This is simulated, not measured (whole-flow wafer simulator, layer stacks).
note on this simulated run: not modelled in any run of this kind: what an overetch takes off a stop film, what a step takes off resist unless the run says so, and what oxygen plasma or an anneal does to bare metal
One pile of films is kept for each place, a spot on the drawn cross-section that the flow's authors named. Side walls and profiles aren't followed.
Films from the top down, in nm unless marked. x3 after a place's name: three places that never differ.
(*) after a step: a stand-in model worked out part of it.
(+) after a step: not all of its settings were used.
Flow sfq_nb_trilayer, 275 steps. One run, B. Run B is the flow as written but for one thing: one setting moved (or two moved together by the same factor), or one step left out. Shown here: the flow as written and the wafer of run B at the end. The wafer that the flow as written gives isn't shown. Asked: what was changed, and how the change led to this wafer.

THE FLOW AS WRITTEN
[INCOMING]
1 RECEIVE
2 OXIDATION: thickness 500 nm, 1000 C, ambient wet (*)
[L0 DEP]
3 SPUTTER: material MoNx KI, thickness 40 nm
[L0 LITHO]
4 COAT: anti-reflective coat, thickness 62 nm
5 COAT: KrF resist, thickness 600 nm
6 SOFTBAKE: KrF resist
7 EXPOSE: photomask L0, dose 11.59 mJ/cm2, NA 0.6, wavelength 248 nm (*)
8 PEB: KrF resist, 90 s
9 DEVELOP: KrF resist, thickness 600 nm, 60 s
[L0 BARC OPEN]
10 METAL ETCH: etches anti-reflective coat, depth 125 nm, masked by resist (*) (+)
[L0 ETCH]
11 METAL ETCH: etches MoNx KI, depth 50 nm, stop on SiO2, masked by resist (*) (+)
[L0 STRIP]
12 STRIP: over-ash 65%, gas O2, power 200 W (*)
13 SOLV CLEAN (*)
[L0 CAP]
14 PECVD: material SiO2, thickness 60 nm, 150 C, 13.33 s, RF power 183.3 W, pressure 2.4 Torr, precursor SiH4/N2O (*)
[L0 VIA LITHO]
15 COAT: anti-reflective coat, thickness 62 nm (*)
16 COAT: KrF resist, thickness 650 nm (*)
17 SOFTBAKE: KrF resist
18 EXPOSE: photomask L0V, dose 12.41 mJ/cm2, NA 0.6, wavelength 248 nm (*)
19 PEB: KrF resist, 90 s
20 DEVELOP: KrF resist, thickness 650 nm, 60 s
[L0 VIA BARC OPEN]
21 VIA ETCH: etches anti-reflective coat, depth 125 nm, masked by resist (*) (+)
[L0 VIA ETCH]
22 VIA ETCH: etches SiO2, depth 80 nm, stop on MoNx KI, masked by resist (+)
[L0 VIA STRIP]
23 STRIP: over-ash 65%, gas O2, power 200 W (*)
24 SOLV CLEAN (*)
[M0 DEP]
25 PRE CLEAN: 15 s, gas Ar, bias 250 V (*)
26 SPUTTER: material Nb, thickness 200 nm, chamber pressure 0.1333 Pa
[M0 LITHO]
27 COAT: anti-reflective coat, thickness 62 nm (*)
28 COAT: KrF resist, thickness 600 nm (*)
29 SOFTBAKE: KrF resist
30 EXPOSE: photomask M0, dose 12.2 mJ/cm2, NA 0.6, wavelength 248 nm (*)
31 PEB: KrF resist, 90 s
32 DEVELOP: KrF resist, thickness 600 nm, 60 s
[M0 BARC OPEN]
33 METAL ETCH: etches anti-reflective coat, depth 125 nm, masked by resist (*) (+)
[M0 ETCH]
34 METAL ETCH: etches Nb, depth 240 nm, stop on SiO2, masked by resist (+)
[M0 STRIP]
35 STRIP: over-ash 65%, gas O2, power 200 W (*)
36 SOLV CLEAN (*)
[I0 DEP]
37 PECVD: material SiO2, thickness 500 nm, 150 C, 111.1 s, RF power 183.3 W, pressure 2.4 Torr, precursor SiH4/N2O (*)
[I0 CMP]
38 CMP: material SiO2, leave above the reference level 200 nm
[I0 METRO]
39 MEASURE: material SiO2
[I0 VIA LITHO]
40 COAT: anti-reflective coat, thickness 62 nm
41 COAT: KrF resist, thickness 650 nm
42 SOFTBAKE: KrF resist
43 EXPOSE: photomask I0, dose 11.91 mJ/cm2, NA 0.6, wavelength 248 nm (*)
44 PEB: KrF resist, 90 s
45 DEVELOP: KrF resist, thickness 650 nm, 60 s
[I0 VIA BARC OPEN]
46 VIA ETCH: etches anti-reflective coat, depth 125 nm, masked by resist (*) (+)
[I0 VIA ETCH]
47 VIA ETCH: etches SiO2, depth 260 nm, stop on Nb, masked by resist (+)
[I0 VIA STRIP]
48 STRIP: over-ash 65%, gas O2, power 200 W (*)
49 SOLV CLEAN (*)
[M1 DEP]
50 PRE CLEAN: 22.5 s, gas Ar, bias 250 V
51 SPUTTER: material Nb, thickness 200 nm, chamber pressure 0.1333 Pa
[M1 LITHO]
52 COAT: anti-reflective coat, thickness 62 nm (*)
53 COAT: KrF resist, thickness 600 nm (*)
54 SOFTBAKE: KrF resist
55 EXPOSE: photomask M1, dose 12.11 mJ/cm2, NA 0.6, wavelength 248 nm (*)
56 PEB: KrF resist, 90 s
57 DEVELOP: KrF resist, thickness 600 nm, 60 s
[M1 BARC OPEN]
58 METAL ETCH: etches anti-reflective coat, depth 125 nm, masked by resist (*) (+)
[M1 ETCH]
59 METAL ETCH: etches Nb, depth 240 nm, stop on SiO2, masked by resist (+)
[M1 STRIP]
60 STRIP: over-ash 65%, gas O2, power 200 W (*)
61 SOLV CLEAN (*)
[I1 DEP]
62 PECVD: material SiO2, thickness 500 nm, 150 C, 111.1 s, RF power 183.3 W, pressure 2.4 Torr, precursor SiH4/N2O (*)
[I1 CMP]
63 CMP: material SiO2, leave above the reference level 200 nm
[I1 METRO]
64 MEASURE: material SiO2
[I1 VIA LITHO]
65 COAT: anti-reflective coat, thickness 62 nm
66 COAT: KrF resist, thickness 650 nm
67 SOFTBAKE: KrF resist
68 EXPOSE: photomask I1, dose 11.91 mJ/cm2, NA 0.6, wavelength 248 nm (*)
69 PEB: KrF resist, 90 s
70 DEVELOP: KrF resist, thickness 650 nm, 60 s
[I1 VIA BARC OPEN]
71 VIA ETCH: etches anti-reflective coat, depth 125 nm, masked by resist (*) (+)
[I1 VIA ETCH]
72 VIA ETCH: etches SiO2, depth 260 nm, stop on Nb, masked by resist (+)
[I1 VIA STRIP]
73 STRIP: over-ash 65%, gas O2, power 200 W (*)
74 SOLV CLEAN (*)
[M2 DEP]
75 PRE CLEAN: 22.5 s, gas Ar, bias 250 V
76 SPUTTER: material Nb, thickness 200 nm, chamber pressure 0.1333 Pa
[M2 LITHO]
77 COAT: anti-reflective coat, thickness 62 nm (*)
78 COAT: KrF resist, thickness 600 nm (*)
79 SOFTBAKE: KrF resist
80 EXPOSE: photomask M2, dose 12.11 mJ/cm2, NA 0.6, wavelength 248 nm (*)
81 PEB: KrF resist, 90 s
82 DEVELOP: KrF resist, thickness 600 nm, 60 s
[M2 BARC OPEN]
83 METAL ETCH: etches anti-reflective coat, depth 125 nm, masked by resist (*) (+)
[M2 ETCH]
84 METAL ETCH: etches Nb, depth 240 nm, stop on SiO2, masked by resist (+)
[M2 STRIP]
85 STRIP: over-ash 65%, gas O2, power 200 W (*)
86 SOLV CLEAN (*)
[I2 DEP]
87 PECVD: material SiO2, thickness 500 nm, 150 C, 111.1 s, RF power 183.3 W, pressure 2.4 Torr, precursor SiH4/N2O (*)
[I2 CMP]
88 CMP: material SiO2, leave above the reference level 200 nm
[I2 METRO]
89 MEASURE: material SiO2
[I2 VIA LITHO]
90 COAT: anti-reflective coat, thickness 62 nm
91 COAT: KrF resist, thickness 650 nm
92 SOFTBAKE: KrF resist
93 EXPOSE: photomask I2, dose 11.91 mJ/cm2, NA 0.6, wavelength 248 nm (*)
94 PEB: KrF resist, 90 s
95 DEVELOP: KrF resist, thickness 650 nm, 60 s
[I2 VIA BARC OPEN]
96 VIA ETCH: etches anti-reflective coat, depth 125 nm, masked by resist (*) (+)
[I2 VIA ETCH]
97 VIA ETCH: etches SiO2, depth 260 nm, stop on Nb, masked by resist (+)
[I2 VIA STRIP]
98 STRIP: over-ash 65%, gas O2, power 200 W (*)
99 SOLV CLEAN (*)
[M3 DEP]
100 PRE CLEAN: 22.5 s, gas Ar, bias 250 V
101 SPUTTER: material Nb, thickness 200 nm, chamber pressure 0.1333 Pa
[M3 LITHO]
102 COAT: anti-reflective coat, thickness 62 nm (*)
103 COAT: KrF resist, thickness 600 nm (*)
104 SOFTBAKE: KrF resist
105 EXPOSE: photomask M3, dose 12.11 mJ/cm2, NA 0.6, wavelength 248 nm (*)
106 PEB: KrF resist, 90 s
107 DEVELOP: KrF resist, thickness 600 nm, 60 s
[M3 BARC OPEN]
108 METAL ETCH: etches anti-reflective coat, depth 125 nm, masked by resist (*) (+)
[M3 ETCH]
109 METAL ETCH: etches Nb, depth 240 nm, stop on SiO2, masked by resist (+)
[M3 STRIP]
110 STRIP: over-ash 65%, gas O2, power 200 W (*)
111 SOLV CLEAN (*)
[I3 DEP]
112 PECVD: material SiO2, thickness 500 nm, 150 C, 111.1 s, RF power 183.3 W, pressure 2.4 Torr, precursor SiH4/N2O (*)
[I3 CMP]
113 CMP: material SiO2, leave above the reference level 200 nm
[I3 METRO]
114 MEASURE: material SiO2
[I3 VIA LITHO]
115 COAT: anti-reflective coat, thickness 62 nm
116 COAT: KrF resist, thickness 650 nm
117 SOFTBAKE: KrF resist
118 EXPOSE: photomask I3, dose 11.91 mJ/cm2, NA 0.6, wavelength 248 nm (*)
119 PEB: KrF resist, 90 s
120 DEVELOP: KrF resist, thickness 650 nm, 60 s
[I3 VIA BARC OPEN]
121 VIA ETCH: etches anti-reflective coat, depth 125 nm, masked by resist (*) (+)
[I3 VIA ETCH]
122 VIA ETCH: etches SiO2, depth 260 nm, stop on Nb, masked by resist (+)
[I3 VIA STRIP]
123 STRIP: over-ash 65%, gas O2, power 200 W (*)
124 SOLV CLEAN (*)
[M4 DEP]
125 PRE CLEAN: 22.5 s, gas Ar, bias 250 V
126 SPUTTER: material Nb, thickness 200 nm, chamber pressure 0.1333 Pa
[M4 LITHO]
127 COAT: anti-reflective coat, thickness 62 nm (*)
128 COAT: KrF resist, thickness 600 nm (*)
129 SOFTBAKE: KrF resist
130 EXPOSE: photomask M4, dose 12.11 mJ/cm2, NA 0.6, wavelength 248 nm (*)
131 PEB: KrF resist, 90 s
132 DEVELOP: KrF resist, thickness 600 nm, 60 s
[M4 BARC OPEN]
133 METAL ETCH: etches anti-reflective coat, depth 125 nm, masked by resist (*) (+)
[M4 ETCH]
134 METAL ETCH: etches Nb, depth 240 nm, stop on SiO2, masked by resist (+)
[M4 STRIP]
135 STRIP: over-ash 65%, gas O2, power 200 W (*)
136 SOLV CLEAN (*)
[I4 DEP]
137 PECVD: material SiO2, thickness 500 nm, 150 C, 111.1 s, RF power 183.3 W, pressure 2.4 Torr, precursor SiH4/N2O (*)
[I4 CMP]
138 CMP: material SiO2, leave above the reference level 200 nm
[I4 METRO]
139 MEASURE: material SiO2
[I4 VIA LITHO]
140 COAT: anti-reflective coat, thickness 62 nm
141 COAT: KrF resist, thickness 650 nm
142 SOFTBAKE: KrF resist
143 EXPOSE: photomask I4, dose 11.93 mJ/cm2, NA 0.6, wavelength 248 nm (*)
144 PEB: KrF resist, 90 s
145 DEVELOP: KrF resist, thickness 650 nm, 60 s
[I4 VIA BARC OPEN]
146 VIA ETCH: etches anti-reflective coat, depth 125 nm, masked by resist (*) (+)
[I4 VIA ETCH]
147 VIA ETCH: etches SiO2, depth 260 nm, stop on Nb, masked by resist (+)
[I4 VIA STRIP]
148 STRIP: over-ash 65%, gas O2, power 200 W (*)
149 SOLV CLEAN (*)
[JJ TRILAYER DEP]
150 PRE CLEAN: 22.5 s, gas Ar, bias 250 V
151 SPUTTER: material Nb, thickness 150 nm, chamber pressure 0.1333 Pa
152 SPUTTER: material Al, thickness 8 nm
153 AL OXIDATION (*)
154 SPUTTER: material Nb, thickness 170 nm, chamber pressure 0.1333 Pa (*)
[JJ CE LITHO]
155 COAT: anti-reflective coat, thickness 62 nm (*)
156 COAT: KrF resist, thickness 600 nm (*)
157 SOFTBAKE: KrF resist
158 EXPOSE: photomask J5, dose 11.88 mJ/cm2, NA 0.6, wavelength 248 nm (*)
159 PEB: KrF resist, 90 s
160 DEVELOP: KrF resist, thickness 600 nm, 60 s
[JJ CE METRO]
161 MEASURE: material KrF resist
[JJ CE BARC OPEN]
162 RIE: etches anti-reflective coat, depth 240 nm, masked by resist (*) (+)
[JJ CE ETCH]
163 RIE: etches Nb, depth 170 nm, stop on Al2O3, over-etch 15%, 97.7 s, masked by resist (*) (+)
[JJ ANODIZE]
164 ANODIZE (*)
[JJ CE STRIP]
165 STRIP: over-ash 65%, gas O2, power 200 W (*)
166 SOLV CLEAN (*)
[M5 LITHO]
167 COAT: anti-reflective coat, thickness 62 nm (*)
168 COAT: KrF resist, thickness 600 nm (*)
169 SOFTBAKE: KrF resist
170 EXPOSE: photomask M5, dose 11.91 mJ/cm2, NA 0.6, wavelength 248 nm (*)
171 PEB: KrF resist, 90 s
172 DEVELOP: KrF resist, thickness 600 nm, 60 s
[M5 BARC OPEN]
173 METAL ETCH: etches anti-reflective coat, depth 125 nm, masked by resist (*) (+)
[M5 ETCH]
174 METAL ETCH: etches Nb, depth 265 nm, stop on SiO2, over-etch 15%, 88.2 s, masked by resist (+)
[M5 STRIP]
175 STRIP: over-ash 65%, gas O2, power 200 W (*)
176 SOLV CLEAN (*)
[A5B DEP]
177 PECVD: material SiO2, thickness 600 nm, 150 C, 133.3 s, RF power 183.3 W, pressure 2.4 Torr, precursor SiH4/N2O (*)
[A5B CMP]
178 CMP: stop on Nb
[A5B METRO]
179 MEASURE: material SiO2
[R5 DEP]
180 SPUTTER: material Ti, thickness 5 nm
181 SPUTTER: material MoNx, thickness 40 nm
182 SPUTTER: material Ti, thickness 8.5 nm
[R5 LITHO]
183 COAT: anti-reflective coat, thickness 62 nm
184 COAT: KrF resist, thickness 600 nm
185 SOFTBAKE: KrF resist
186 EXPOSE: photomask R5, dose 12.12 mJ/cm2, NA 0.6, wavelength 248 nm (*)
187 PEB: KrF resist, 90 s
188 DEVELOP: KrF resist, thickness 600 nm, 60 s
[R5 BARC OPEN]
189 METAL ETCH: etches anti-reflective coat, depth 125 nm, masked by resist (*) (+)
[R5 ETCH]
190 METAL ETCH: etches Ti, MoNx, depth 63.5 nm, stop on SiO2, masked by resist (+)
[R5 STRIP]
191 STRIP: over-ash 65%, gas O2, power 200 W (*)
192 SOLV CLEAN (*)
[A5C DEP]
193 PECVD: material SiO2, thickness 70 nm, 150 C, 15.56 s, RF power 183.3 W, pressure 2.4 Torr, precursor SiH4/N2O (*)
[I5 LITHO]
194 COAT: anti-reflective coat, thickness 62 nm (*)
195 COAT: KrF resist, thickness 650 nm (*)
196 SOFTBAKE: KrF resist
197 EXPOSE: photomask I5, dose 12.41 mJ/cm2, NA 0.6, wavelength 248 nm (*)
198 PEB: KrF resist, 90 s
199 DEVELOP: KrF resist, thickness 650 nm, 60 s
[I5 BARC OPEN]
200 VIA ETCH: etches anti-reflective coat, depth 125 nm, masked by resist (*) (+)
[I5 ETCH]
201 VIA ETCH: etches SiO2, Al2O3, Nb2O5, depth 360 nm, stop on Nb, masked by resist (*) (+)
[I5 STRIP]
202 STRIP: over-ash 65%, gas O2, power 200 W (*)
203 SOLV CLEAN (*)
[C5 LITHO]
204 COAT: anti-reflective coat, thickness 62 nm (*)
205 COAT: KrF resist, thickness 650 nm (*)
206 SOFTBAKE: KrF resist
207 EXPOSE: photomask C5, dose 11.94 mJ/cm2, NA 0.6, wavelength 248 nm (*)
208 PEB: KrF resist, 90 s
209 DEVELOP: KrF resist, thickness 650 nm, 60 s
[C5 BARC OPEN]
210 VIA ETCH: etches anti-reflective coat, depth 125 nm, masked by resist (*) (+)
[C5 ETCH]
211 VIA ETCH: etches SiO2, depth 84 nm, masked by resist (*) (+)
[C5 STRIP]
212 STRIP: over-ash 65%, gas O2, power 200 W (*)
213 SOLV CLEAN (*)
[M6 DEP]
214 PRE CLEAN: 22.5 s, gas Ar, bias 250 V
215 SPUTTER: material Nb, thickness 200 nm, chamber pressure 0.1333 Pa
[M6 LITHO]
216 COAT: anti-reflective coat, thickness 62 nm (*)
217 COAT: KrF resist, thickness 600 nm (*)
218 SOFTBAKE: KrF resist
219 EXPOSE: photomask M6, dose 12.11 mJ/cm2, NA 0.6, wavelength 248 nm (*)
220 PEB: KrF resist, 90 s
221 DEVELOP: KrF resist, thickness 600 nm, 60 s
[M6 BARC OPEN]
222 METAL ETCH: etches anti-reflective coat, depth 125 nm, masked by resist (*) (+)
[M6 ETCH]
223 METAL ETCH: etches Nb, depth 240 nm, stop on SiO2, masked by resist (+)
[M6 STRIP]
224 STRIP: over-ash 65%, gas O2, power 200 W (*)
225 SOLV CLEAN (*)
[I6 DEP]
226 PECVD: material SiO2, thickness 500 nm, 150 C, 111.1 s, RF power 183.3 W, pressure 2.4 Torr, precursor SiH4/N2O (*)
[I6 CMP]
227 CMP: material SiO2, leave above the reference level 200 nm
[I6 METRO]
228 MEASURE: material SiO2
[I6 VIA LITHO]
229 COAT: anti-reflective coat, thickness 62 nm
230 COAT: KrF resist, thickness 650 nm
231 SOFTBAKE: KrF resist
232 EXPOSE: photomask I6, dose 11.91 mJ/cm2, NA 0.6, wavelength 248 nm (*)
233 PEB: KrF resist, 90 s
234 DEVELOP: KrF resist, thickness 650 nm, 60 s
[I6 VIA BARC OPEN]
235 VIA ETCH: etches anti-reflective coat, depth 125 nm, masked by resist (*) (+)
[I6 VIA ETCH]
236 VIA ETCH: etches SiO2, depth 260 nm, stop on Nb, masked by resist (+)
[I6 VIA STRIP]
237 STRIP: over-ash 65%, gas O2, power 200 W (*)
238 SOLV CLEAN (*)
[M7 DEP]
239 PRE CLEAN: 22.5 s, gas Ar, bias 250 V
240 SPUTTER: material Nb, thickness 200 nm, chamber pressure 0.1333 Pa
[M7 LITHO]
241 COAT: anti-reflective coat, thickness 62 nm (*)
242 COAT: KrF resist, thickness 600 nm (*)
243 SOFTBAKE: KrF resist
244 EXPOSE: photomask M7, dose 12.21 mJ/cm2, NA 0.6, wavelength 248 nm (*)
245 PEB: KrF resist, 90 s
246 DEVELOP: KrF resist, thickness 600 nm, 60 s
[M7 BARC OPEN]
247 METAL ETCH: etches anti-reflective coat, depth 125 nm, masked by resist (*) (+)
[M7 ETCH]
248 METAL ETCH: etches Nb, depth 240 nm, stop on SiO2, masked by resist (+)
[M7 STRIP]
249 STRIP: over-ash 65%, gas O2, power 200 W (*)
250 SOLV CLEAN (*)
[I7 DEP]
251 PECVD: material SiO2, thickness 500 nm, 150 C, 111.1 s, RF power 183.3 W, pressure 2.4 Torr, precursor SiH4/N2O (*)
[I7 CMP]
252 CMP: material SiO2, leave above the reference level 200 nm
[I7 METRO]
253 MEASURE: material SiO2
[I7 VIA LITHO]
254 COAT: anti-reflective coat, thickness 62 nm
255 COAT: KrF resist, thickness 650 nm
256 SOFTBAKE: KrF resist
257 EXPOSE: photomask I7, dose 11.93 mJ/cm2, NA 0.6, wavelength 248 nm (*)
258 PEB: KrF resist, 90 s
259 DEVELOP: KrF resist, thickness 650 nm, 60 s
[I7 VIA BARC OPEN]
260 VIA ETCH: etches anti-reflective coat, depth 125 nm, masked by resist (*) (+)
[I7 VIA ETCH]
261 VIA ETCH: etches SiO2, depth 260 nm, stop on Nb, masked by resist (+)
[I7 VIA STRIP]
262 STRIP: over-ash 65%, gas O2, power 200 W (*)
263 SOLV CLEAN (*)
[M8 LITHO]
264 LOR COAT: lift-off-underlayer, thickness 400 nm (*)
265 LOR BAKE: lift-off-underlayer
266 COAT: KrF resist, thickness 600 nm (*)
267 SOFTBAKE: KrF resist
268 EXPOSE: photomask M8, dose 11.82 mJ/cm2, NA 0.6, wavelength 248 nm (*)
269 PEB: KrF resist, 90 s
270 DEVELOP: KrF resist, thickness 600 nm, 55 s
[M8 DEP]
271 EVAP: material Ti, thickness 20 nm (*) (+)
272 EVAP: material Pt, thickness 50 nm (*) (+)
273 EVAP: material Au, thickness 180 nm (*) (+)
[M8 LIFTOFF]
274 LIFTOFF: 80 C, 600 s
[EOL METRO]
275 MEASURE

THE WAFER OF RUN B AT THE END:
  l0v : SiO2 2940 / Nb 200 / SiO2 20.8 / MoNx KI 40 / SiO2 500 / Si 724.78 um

The cause: step 22, VIA ETCH: depth 34 nm was run, where the flow has depth 80 nm.

How the change led to this, step by step:
  22 VIA ETCH: etches SiO2, depth 80 nm, stop on MoNx KI, masked by resist (+)
      l0v: SiO2 -34 (as written it would be: SiO2 -59.8 (all of it))
      field_l, v_sur, via_wl and 102 more: KrF resist -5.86 (as written it would be: KrF resist -13.8)
  25 PRE CLEAN: 15 s, gas Ar, bias 250 V (*)
      l0v: SiO2 -5 (as written it would be: MoNx KI -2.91)
  26 SPUTTER: material Nb, thickness 200 nm, chamber pressure 0.1333 Pa
      l0v: Nb +200 (new film) (as written it would be: Nb +195.7 (new film))
  27 COAT: anti-reflective coat, thickness 62 nm (*)
      l0_sur: anti-reflective coat +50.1 (new film) (as written it would be: anti-reflective coat +47.5 (new film))
      l0v: anti-reflective coat +70.5 (new film) (as written it would be: anti-reflective coat +78 (new film))
  28 COAT: KrF resist, thickness 600 nm (*)
      l0v: KrF resist +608 (new film) (as written it would be: KrF resist +622.9 (new film))
  35 STRIP: over-ash 65%, gas O2, power 200 W (*)
      l0_sur: KrF resist -373.5 (all of it), anti-reflective coat -50.1 (all of it) (as written it would be: KrF resist -372 (all of it), anti-reflective coat -47.5 (all of it))
      l0v: KrF resist -390.4 (all of it), anti-reflective coat -70.5 (all of it) (as written it would be: KrF resist -405.3 (all of it), anti-reflective coat -78 (all of it))
  38 CMP: material SiO2, leave above the reference level 200 nm
      l0v: SiO2 -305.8 (as written it would be: SiO2 -277.8)
Counting metal films that touch as one body, l0v has 2 bodies (between them, from the top down: SiO2 20.8); the flow as written gives 1 body.
